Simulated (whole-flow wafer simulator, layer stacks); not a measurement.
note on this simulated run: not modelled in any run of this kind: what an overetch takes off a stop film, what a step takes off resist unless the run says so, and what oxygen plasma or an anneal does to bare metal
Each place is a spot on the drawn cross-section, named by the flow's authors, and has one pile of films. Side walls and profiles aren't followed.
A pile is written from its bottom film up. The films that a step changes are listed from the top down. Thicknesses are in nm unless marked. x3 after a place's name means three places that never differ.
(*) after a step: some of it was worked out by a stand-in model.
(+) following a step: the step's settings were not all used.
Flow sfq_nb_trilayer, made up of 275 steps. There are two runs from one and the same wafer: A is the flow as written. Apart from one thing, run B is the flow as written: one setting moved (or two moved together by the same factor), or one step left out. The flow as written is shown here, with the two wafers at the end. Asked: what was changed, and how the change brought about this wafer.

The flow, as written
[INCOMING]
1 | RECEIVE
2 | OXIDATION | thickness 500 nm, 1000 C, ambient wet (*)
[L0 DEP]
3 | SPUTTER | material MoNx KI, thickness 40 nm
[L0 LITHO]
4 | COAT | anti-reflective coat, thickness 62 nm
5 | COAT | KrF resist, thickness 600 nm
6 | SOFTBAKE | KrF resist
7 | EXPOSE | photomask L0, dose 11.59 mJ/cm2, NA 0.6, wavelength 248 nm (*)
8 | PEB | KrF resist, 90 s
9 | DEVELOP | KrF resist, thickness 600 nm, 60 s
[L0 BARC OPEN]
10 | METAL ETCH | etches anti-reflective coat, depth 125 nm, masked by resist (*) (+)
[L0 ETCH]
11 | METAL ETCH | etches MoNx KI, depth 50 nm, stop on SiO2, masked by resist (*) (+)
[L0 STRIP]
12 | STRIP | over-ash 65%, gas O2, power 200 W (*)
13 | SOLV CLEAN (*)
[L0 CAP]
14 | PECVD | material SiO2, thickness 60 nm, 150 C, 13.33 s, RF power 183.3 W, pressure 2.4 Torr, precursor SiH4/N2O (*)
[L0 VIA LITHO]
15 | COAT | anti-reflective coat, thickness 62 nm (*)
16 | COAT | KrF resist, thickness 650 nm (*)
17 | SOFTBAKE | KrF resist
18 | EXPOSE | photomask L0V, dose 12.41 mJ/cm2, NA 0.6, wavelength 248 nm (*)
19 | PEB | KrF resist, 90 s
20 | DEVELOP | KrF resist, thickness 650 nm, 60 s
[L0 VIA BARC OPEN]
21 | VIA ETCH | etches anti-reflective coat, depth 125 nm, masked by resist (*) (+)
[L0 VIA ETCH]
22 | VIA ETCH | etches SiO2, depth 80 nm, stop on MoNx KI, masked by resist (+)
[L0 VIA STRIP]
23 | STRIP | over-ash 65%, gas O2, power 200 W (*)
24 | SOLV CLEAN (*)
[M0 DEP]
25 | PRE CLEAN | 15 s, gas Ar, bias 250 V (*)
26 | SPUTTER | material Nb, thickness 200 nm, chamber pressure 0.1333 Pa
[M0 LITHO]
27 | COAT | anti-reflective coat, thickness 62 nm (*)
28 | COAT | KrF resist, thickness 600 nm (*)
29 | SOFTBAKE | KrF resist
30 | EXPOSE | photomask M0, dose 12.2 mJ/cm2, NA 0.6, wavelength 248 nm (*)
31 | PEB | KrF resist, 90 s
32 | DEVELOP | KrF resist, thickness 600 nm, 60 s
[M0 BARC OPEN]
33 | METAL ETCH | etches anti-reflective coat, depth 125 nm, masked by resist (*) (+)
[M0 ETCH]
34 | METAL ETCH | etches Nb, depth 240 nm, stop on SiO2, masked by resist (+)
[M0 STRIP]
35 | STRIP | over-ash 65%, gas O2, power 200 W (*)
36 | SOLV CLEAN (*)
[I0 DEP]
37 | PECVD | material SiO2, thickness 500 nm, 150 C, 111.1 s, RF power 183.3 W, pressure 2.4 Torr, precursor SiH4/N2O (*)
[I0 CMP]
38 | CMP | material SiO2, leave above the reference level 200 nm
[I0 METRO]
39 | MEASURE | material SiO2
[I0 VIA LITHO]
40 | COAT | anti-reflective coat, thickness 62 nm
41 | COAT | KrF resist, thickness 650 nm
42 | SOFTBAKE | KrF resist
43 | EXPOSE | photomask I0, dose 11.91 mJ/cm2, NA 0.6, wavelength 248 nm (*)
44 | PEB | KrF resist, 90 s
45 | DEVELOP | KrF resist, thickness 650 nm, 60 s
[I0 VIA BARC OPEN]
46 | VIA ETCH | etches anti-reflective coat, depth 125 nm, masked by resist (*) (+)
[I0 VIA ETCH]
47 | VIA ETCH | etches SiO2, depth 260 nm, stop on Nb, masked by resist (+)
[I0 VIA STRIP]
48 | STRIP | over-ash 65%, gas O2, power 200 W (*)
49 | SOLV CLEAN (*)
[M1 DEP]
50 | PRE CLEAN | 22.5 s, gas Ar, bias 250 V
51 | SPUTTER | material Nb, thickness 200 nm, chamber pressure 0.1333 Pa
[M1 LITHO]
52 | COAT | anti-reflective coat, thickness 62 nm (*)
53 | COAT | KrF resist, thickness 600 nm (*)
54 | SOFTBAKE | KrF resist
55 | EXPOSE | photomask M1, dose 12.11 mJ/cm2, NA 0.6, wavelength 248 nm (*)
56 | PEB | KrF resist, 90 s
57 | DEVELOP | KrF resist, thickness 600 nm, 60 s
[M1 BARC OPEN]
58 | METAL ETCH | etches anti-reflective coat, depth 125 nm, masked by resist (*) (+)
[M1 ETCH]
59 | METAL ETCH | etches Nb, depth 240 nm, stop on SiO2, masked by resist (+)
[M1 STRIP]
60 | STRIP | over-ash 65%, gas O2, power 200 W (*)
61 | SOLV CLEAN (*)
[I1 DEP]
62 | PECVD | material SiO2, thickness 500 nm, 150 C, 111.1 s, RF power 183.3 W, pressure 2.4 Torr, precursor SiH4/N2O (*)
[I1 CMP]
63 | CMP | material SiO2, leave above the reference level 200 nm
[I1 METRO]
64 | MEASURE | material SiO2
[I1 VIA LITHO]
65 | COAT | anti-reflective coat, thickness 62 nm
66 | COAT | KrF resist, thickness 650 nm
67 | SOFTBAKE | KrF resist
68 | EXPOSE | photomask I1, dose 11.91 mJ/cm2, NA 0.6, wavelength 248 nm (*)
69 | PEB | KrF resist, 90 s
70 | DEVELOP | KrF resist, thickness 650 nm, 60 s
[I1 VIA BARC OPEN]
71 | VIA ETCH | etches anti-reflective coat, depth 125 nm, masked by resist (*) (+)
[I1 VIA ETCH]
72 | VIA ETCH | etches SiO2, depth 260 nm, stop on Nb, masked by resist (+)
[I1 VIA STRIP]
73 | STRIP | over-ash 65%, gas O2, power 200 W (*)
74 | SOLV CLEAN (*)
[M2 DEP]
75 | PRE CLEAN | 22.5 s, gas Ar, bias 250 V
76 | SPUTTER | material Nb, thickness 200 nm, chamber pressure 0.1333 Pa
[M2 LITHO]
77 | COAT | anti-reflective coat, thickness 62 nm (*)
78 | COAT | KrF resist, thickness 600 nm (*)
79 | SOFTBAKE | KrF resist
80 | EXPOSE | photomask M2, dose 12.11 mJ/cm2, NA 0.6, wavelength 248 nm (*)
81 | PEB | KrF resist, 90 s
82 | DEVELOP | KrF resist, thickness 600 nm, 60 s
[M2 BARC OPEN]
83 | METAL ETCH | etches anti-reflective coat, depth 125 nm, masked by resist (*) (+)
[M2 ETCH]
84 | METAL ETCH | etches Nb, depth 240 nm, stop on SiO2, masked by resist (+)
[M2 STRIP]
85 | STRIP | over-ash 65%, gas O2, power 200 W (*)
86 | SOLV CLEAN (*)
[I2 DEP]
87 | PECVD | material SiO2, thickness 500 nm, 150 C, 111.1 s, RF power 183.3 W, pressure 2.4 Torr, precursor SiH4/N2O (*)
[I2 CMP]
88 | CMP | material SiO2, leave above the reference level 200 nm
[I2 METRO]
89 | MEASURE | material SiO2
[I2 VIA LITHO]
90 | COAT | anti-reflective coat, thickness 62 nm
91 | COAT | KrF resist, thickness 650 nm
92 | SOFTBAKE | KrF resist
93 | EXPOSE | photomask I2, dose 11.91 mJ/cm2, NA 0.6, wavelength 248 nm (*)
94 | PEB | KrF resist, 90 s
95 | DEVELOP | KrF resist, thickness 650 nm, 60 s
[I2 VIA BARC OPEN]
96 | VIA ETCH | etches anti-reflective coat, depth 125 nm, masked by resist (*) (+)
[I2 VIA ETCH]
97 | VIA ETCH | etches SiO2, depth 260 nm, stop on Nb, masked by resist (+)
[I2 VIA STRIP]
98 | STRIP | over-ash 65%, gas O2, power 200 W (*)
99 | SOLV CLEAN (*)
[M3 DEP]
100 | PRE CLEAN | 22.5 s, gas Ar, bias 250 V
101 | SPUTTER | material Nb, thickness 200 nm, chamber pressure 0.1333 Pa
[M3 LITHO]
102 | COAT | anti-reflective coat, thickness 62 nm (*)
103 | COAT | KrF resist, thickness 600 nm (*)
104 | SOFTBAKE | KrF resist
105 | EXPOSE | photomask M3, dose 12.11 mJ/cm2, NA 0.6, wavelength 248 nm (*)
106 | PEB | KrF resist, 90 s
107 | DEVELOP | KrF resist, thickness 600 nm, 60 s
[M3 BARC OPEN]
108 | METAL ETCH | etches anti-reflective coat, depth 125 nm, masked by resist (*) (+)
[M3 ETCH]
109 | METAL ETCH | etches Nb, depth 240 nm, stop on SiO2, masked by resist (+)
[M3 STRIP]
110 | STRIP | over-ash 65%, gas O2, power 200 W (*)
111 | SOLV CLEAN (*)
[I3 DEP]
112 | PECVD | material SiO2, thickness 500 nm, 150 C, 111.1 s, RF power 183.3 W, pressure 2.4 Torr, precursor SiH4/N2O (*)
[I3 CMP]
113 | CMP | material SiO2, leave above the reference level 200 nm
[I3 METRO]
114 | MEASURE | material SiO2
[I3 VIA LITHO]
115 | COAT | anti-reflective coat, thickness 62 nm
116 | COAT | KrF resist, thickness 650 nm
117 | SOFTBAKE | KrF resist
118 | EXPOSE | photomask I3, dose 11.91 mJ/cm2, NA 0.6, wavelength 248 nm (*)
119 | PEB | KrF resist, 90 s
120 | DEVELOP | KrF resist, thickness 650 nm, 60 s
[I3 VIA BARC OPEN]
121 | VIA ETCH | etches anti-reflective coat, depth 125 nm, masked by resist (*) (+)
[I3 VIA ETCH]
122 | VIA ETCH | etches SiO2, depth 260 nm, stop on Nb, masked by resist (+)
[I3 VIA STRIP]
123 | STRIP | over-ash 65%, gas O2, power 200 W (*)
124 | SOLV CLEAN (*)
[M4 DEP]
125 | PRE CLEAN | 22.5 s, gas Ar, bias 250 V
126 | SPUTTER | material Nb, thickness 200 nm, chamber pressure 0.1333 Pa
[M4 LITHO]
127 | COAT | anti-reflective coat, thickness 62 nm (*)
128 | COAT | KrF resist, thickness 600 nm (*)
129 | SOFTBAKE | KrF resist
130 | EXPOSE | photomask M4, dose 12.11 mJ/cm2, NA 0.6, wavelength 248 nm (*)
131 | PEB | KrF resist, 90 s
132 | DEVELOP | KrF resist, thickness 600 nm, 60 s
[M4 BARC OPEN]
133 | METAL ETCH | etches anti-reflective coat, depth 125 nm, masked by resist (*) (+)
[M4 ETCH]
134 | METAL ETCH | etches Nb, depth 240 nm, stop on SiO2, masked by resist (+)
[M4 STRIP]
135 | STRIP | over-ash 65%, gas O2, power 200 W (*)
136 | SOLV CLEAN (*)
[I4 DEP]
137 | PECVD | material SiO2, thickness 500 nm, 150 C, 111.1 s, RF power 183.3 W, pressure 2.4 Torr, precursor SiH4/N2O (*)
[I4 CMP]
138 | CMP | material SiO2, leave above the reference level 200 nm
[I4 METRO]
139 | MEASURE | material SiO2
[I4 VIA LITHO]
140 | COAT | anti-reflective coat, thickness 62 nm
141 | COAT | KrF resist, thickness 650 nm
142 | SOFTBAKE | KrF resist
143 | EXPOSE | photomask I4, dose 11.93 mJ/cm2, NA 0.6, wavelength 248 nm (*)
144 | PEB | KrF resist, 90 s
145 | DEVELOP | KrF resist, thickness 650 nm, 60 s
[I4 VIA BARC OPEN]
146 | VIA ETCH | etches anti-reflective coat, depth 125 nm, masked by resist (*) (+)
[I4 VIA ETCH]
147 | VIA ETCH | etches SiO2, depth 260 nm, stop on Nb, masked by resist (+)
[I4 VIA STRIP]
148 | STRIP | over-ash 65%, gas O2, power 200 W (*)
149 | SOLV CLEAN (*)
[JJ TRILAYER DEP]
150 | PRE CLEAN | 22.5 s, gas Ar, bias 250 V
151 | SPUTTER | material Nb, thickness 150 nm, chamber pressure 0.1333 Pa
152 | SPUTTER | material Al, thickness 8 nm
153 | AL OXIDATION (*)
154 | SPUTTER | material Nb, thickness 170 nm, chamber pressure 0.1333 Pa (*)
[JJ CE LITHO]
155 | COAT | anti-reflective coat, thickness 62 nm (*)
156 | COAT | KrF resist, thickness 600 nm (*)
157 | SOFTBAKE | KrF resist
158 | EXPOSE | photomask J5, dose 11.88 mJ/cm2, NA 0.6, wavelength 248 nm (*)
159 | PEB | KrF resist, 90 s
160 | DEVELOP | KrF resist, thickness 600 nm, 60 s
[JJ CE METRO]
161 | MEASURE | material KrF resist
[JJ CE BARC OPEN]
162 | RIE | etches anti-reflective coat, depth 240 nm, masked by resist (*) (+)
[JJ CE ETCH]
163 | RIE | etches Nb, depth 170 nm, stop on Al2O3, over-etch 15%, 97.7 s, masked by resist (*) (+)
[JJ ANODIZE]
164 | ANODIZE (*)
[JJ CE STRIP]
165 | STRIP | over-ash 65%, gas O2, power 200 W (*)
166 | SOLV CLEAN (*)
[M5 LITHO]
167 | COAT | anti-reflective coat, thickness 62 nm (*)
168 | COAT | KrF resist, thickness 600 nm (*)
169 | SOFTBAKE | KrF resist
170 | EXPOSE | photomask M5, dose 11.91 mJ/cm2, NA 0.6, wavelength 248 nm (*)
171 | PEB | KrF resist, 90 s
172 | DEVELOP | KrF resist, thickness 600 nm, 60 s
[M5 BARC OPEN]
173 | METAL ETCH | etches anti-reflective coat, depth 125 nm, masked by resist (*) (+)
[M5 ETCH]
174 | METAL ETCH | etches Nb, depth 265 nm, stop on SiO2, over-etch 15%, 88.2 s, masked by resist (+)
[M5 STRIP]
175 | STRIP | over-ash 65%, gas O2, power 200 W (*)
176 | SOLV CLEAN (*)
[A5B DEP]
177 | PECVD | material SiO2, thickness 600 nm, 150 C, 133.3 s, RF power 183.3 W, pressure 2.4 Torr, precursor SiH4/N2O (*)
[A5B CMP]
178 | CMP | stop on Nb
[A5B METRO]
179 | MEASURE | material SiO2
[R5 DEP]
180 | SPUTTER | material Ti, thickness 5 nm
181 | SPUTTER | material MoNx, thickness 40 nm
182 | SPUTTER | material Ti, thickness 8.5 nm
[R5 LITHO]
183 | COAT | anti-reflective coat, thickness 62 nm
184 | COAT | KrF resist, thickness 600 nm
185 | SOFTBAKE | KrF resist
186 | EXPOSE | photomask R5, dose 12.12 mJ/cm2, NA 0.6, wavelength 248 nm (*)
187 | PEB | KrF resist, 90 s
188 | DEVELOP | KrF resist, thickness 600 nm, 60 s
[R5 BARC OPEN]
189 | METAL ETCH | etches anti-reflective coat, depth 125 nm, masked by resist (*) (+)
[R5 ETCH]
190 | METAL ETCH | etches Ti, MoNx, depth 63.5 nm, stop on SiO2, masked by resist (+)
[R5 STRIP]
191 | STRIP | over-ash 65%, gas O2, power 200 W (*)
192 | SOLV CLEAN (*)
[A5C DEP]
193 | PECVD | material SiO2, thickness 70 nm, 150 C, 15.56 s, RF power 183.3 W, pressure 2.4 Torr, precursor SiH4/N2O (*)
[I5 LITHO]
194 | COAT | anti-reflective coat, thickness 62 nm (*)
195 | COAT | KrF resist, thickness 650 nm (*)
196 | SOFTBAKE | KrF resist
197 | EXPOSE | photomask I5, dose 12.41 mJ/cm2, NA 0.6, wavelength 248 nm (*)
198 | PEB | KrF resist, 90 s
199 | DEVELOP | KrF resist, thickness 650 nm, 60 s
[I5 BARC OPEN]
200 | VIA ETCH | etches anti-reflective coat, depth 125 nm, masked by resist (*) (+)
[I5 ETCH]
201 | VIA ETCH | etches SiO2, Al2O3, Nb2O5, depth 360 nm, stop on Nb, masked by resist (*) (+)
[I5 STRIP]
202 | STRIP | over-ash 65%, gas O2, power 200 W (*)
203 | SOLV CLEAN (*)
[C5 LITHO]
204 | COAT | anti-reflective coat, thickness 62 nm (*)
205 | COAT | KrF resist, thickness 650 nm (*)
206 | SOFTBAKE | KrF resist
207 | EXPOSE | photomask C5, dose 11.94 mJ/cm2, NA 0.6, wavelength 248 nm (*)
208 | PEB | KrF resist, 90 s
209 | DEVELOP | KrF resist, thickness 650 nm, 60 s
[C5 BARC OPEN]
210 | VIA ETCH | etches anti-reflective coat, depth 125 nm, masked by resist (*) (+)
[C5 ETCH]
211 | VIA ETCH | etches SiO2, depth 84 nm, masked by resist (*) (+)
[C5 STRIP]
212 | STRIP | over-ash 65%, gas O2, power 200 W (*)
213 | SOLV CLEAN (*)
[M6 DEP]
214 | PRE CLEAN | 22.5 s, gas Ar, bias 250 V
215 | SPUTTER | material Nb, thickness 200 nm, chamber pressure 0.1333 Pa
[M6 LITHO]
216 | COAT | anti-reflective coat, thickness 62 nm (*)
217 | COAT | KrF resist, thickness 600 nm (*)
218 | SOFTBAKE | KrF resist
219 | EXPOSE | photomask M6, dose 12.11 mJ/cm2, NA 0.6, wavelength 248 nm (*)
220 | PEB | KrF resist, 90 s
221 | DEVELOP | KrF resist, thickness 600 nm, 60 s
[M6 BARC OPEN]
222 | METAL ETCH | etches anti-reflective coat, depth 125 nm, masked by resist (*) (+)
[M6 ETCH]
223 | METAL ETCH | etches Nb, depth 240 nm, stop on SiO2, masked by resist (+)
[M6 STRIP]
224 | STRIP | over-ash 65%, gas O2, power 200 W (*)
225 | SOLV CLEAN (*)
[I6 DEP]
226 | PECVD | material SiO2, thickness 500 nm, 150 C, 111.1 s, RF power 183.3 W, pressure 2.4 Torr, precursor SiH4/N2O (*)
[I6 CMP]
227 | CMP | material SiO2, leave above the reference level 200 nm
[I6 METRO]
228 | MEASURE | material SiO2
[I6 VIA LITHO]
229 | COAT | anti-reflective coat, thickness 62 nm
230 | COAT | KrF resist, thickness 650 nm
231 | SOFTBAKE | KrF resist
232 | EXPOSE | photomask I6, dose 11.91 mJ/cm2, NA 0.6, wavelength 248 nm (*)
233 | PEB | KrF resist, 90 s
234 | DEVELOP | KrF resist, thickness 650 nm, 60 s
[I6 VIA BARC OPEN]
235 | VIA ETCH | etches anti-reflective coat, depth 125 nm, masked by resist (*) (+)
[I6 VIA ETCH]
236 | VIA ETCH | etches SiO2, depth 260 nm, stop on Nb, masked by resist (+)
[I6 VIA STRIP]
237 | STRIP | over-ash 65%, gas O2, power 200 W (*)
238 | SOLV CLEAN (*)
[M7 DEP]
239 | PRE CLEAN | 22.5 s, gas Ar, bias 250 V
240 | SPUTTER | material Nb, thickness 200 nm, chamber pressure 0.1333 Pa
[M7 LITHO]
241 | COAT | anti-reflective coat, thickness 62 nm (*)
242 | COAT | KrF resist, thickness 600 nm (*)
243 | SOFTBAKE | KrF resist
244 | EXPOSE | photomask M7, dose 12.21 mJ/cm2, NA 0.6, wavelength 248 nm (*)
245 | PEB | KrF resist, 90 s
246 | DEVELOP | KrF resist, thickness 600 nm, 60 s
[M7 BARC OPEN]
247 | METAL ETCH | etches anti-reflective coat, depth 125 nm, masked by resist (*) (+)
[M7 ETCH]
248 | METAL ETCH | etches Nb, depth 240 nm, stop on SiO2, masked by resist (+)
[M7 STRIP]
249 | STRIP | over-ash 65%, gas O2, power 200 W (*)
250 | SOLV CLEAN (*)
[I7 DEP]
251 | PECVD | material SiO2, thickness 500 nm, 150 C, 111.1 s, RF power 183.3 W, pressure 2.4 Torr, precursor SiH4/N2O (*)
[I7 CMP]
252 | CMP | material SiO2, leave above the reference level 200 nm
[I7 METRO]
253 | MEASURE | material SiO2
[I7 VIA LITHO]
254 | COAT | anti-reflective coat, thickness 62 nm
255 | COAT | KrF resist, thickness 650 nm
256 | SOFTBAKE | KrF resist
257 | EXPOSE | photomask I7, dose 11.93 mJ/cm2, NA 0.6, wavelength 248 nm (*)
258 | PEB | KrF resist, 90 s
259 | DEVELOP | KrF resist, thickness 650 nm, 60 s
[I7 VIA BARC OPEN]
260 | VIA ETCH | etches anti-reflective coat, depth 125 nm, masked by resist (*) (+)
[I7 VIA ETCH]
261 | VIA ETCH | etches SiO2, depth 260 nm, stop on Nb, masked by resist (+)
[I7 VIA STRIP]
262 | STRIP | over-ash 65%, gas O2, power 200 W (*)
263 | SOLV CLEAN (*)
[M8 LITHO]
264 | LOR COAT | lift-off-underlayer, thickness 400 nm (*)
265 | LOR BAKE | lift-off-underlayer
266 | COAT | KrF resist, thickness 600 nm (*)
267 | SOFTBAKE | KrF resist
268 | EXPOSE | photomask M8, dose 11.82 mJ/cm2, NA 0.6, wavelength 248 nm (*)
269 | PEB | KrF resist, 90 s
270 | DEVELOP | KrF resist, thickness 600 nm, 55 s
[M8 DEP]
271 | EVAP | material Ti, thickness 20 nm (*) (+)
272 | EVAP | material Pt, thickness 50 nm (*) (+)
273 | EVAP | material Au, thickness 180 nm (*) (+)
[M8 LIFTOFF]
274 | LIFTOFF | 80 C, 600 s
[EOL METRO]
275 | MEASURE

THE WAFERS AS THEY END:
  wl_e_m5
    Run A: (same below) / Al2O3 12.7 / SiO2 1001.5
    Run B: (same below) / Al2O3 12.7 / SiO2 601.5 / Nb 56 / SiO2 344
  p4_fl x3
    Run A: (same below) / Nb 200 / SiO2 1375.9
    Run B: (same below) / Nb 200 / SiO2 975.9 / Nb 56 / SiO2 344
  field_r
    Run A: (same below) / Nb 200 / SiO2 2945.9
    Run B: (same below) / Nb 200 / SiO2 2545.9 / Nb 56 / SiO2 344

What caused this: step 248, METAL ETCH: depth 144 nm was run, while the flow as written has depth 240 nm.

How this came from the change, step by step:
  248 | METAL ETCH | etches Nb, depth 240 nm, stop on SiO2, masked by resist (+)
      field_l, field_r, lsp_l and 62 more: A -200 Nb (all of it) | B -144 Nb
      v_sur, via_wl, via_w and 38 more: A -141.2 KrF resist | B -84.7 KrF resist
  249 | STRIP | over-ash 65%, gas O2, power 200 W (*)
      wl_j_sl, wl_jj, wl_j_sr and 14 more: A -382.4 KrF resist (all of it), -62 anti-reflective coat (all of it) | B -438.9 KrF resist (all of it), -62 anti-reflective coat (all of it)
      ln_m5, lsp_m, ln_m6, lsp_r: A -381.9 KrF resist (all of it), -61.8 anti-reflective coat (all of it) | B -438.4 KrF resist (all of it), -61.8 anti-reflective coat (all of it)
      (and at 20 other places as well)
  251 | PECVD | material SiO2, thickness 500 nm, 150 C, 111.1 s, RF power 183.3 W, pressure 2.4 Torr, precursor SiH4/N2O (*)
      field_l, p4_fl x3, p4_w1 x9 and 46 more: A +500 SiO2 | B +500 SiO2 (new film)
      field_r, lsp_l: A +477.7 SiO2 | B +483.9 SiO2 (new film)
      (and at 4 other places as well)
  252 | CMP | material SiO2, leave above the reference level 200 nm
      field_l, p4_fl x3, p4_w1 x9 and 46 more: A -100 SiO2 | B -156 SiO2
      field_r, lsp_l: A -77.7 SiO2 | B -139.9 SiO2
      (and at 2 other places as well)
If metal films that touch count as one body, wl_e_m5 has 7 bodies (between them, from the top down: SiO2 601.5 / Al2O3 12.7 / Nb2O5 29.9; SiO2 192.5; SiO2 192.5; SiO2 192.5; SiO2 192.5; SiO2 192.5); the flow as written gives 6 bodies (between them, from the top down: SiO2 192.5; SiO2 192.5; SiO2 192.5; SiO2 192.5; SiO2 192.5).
If metal films that touch count as one body, p4_fl x3 has 3 bodies (between them, from the top down: SiO2 975.9; SiO2 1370); the flow as written gives 2 bodies (between them, from the top down: SiO2 1370).
If metal films that touch count as one body, field_r has 2 bodies (between them, from the top down: SiO2 2545.9); the flow as written gives 1 body.
